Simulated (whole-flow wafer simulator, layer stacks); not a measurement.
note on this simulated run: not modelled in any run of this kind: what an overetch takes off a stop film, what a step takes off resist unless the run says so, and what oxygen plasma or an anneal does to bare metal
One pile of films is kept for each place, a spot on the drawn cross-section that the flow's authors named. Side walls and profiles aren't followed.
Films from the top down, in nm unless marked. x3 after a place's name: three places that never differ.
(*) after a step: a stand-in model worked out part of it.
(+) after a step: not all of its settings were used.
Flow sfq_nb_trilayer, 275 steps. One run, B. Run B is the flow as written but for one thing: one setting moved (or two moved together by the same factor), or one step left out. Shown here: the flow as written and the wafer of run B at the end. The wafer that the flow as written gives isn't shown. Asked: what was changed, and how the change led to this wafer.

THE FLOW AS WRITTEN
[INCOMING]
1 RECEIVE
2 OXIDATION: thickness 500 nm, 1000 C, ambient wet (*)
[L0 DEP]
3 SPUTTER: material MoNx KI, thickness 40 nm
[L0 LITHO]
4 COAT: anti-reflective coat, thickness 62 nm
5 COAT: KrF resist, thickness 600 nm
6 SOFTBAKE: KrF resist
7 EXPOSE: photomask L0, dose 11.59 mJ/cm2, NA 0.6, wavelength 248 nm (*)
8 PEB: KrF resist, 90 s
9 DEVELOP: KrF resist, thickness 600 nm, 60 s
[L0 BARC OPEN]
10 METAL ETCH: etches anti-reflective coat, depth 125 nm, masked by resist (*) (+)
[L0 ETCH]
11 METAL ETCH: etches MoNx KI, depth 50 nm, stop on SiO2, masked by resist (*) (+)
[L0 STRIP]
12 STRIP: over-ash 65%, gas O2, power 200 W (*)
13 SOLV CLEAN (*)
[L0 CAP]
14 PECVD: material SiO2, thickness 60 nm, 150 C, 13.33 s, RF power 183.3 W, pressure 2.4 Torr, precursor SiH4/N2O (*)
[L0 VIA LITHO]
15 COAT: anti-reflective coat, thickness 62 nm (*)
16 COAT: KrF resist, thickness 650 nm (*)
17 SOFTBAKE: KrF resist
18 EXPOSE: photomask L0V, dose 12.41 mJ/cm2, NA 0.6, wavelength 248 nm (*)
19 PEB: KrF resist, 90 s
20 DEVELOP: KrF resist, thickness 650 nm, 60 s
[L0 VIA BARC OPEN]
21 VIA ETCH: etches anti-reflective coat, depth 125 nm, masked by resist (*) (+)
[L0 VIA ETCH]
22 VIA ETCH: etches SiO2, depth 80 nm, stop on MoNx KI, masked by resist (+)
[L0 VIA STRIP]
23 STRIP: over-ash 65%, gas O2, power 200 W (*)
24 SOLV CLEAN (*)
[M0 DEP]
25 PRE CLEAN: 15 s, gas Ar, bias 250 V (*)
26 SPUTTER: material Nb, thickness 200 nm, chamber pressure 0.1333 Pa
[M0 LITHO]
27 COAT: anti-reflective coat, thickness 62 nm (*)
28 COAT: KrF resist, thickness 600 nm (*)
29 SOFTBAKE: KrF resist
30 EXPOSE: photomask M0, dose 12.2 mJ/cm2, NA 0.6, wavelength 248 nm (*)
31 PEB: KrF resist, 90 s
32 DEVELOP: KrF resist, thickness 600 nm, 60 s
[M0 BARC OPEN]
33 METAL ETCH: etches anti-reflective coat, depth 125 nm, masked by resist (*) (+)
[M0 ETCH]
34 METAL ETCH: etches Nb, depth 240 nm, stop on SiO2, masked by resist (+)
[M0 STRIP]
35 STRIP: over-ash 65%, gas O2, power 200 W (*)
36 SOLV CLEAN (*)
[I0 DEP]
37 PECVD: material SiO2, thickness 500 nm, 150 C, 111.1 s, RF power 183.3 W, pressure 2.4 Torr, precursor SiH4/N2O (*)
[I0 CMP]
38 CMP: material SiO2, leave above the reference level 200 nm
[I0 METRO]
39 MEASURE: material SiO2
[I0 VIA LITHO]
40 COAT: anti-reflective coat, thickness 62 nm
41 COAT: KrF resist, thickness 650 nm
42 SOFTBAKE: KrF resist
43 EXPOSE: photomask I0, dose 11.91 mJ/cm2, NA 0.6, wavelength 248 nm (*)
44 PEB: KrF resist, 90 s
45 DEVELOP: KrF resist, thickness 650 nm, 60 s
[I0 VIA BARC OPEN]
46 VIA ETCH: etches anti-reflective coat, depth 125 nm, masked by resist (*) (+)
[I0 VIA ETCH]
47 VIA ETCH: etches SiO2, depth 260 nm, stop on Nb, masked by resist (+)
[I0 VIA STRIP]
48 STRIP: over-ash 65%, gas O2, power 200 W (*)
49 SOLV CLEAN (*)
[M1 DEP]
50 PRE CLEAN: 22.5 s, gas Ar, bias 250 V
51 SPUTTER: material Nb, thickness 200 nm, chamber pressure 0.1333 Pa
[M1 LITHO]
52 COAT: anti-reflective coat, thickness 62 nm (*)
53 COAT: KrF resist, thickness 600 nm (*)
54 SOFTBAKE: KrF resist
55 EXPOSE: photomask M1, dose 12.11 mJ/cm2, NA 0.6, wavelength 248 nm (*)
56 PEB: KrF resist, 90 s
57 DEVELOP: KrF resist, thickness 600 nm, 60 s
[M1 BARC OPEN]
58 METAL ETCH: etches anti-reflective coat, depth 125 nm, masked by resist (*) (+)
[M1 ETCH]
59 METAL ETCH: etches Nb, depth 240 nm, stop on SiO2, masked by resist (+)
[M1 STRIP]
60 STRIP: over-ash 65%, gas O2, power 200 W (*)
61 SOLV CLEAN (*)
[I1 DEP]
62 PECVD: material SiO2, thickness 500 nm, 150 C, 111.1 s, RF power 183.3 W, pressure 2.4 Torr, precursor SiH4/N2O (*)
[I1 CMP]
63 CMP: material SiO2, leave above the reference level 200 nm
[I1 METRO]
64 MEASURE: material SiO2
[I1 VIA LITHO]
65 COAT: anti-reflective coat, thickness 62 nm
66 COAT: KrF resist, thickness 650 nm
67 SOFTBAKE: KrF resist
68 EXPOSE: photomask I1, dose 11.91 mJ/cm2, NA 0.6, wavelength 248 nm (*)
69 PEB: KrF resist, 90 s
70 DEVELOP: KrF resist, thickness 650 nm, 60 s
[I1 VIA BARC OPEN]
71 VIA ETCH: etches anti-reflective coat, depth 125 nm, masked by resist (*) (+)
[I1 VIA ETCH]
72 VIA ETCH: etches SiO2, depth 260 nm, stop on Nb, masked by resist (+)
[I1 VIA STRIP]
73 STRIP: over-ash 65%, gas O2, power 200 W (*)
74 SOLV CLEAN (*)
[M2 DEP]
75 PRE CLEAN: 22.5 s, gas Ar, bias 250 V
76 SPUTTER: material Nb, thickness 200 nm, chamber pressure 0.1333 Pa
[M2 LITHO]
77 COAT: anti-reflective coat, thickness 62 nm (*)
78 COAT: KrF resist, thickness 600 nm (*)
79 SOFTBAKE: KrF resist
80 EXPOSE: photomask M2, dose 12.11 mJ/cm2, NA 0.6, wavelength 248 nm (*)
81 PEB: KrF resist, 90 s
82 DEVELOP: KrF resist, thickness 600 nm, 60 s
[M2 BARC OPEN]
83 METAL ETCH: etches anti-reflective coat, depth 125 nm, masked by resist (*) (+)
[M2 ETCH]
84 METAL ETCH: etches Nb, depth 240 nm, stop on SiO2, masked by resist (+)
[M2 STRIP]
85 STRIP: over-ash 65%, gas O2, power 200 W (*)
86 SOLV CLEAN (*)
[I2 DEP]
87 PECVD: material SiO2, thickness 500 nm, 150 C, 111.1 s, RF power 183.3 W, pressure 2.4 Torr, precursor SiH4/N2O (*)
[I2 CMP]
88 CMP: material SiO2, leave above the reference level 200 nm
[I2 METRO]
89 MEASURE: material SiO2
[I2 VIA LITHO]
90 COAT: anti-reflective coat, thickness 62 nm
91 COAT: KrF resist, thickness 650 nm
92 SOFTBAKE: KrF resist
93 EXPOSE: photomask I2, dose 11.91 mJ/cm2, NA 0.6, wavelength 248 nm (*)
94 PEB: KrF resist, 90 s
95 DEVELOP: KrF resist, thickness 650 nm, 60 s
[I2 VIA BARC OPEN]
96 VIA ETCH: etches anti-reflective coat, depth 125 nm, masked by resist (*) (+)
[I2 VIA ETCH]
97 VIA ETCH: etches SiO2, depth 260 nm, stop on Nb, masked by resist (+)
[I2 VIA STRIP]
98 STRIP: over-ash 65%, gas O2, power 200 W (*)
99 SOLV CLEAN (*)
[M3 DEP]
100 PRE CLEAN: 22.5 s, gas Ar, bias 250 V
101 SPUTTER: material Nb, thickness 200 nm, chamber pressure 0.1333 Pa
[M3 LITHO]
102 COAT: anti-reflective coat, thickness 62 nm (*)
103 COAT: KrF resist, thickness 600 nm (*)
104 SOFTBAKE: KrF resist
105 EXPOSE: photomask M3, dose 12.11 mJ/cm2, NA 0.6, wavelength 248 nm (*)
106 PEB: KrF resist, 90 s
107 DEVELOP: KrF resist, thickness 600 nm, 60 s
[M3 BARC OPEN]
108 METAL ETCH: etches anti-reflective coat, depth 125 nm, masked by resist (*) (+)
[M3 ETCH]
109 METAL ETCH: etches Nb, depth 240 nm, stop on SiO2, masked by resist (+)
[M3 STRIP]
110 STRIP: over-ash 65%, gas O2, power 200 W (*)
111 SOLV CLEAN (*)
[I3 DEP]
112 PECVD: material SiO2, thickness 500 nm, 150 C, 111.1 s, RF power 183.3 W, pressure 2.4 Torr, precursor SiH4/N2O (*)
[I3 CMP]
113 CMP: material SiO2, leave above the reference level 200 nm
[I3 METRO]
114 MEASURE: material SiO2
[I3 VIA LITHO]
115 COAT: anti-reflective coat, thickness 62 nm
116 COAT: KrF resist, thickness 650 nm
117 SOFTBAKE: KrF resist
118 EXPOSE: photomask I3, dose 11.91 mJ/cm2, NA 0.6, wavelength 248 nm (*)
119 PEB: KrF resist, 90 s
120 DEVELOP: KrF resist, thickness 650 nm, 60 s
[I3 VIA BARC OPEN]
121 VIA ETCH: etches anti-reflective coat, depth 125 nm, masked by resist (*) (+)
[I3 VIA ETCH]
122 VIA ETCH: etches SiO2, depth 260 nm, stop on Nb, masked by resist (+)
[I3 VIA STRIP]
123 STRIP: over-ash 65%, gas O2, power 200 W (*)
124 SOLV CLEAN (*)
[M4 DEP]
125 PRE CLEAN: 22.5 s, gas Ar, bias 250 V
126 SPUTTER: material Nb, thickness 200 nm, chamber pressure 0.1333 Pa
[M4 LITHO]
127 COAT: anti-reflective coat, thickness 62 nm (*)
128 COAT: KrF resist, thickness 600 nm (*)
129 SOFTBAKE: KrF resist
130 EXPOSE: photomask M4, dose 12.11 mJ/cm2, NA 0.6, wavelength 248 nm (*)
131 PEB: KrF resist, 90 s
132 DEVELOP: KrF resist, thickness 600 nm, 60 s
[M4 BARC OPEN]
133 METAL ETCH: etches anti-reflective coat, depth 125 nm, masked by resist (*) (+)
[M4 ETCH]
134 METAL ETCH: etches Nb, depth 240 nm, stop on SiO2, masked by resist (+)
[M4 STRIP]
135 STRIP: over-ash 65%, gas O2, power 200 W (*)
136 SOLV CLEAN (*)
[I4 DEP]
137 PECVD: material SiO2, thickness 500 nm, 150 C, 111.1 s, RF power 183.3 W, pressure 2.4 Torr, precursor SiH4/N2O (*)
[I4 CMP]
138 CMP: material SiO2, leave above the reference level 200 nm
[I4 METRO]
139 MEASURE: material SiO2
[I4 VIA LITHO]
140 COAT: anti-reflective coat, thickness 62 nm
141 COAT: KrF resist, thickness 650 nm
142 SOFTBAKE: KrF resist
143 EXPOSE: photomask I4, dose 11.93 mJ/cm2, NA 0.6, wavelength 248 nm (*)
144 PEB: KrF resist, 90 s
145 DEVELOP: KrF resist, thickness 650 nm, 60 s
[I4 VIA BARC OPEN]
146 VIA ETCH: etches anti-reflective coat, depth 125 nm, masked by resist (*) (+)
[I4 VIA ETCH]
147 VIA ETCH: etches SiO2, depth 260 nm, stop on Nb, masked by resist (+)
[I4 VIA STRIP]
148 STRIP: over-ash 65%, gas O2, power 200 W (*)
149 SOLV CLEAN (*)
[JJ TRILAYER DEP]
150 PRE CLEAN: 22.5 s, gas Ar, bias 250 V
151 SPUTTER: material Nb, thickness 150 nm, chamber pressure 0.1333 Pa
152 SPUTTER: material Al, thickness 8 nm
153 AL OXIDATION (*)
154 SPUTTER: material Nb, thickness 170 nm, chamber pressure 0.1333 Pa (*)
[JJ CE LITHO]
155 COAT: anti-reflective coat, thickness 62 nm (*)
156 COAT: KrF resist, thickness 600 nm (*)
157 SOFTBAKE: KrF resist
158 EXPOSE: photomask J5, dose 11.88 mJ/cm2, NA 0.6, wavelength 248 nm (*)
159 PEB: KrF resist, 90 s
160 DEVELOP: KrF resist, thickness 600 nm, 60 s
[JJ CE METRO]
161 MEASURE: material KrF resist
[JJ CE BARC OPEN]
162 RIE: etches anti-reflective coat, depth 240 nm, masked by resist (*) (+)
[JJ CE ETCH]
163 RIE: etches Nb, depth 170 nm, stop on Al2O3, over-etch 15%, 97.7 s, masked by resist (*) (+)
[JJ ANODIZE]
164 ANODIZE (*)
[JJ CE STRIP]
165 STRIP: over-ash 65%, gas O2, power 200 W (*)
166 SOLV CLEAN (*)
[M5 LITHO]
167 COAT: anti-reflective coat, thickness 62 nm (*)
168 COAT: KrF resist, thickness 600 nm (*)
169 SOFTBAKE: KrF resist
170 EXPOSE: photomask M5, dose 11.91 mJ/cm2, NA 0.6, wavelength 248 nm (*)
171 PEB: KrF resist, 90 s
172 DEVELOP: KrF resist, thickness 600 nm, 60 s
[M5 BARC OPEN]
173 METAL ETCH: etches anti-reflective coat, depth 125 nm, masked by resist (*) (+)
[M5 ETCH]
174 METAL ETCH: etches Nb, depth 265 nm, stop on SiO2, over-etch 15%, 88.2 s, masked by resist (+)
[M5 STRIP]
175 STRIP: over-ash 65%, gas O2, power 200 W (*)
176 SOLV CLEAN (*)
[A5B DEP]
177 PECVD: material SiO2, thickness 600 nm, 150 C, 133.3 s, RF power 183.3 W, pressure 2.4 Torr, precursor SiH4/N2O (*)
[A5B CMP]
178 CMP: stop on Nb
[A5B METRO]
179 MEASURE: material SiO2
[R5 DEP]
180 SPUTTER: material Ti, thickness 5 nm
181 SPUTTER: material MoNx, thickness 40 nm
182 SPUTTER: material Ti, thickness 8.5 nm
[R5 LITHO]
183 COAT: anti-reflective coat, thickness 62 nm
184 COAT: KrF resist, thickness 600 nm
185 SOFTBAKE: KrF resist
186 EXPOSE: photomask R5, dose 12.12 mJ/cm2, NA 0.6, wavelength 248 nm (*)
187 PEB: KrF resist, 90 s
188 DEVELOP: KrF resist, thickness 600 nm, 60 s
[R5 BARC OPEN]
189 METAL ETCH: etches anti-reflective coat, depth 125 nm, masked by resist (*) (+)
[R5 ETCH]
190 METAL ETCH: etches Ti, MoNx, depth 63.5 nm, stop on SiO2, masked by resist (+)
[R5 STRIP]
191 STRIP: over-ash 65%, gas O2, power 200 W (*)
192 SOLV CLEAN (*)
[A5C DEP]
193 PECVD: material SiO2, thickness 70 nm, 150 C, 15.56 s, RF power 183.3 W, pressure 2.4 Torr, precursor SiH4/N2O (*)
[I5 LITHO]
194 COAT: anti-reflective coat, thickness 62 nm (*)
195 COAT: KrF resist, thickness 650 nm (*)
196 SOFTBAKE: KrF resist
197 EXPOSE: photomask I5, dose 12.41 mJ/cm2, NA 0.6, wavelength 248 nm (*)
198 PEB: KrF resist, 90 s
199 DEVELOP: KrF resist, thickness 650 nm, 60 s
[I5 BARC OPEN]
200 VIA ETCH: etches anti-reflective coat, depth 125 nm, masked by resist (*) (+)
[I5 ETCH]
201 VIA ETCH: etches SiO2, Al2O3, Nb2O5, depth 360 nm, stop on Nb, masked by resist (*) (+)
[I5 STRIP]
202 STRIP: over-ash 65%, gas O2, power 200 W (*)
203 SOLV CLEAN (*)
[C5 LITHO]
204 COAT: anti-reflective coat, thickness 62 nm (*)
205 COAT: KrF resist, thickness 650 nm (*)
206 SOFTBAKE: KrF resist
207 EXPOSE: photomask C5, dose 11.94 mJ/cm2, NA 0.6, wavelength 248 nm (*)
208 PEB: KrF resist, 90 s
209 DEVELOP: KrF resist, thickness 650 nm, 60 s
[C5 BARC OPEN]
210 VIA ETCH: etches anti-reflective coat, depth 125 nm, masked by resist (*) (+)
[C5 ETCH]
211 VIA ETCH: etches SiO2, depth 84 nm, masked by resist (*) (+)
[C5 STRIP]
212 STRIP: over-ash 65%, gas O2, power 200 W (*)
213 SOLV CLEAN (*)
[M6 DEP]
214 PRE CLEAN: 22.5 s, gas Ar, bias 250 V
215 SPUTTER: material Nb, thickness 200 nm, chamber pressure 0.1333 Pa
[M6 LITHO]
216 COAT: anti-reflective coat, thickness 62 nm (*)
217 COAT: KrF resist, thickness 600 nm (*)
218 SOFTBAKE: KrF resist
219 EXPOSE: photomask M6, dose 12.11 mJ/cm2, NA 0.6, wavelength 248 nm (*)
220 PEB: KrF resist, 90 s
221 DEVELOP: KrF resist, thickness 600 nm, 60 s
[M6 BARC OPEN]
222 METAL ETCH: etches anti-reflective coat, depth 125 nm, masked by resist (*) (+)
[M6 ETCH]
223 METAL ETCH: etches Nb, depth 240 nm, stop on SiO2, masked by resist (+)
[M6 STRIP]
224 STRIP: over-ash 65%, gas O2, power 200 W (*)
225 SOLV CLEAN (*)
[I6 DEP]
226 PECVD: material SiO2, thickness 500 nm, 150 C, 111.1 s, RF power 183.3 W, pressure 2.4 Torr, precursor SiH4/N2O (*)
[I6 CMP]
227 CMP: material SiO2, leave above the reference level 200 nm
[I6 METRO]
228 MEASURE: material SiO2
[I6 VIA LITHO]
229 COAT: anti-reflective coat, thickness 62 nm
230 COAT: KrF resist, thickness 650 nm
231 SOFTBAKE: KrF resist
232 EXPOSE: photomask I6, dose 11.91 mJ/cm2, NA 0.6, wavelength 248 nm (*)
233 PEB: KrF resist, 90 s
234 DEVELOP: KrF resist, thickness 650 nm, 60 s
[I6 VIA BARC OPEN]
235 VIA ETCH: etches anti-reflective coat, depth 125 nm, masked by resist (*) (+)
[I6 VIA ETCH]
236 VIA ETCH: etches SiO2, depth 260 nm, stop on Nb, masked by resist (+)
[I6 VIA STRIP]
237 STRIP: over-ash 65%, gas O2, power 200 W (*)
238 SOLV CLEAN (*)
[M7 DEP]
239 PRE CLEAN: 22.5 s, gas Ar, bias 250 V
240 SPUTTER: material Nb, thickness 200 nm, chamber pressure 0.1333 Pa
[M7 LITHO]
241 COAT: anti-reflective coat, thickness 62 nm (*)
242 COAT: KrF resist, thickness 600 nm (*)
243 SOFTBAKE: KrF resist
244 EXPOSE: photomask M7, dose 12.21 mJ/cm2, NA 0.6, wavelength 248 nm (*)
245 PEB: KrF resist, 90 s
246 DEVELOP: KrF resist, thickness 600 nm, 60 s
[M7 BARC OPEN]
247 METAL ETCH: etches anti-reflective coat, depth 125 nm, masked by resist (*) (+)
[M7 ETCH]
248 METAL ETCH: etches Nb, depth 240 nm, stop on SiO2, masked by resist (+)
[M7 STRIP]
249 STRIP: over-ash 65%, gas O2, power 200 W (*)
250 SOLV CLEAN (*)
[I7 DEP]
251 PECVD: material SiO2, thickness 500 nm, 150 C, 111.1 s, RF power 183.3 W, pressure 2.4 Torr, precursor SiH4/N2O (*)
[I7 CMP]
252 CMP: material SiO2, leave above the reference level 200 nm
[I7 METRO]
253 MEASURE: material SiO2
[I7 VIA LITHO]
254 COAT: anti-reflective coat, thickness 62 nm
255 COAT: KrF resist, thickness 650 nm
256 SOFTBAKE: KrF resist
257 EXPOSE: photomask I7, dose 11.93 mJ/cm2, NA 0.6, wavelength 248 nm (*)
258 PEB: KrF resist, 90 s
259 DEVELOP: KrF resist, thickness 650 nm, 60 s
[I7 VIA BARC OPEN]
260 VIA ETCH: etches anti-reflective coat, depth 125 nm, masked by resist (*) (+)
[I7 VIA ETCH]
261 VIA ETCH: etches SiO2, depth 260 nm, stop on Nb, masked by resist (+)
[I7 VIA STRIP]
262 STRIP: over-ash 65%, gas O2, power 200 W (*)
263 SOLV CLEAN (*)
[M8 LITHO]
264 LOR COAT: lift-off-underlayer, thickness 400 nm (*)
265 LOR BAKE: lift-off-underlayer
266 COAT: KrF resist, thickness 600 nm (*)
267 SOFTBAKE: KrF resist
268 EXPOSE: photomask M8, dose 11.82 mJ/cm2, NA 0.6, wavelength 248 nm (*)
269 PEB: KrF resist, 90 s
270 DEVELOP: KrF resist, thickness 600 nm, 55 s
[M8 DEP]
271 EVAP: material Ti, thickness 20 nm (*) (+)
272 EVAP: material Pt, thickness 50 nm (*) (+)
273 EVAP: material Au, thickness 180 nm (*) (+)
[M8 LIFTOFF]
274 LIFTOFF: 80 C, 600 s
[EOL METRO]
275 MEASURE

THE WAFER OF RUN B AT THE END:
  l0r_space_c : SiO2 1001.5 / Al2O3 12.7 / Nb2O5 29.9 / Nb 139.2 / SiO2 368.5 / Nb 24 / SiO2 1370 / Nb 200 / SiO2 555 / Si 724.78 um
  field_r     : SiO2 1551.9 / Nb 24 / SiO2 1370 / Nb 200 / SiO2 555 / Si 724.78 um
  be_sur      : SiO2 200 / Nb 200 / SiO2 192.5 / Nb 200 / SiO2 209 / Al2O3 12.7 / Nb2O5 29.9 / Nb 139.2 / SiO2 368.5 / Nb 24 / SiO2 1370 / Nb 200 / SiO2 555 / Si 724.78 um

The cause: step 134, METAL ETCH: depth 176 nm was run, where the flow has depth 240 nm.

How the change led to this, step by step:
  134 METAL ETCH: etches Nb, depth 240 nm, stop on SiO2, masked by resist (+)
      field_l, be, be_sur and 64 more: Nb -176 (as written it would be: Nb -200 (all of it))
      v_sur, via_wl, via_w and 36 more: KrF resist -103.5 (as written it would be: KrF resist -141.2)
  135 STRIP: over-ash 65%, gas O2, power 200 W (*)
      p4_fl x3, p4_w1 x9, p4_g1 x2 and 15 more: KrF resist -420 (all of it), anti-reflective coat -62 (all of it) (as written it would be: KrF resist -382.4 (all of it), anti-reflective coat -62 (all of it))
      ln_m5, lsp_m, ln_m6: KrF resist -419.6 (all of it), anti-reflective coat -61.8 (all of it) (as written it would be: KrF resist -381.9 (all of it), anti-reflective coat -61.8 (all of it))
      (and at 7 more places)
  137 PECVD: material SiO2, thickness 500 nm, 150 C, 111.1 s, RF power 183.3 W, pressure 2.4 Torr, precursor SiH4/N2O (*)
      field_l, be, be_sur and 55 more: SiO2 +500 (new film) (as written it would be: SiO2 +500)
      p3_s0 x6: SiO2 +533.1 (new film) (as written it would be: SiO2 +557.1)
      (and at 3 more places)
  138 CMP: material SiO2, leave above the reference level 200 nm
      field_l, be, be_sur and 55 more: SiO2 -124 (as written it would be: SiO2 -100)
      lsp_r, l0_sur, l0v: SiO2 -116.9 (as written it would be: SiO2 -91.9)
Counting metal films that touch as one body, l0r_space_c has 3 bodies (between them, from the top down: SiO2 368.5; SiO2 1370); the flow as written gives 2 bodies (between them, from the top down: SiO2 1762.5).
Counting metal films that touch as one body, field_r has 2 bodies (between them, from the top down: SiO2 1370); the flow as written gives 1 body.
Counting metal films that touch as one body, be_sur has 5 bodies (between them, from the top down: SiO2 192.5; SiO2 209 / Al2O3 12.7 / Nb2O5 29.9; SiO2 368.5; SiO2 1370); the flow as written gives 4 bodies (between them, from the top down: SiO2 192.5; SiO2 209 / Al2O3 12.7 / Nb2O5 29.9; SiO2 1762.5).
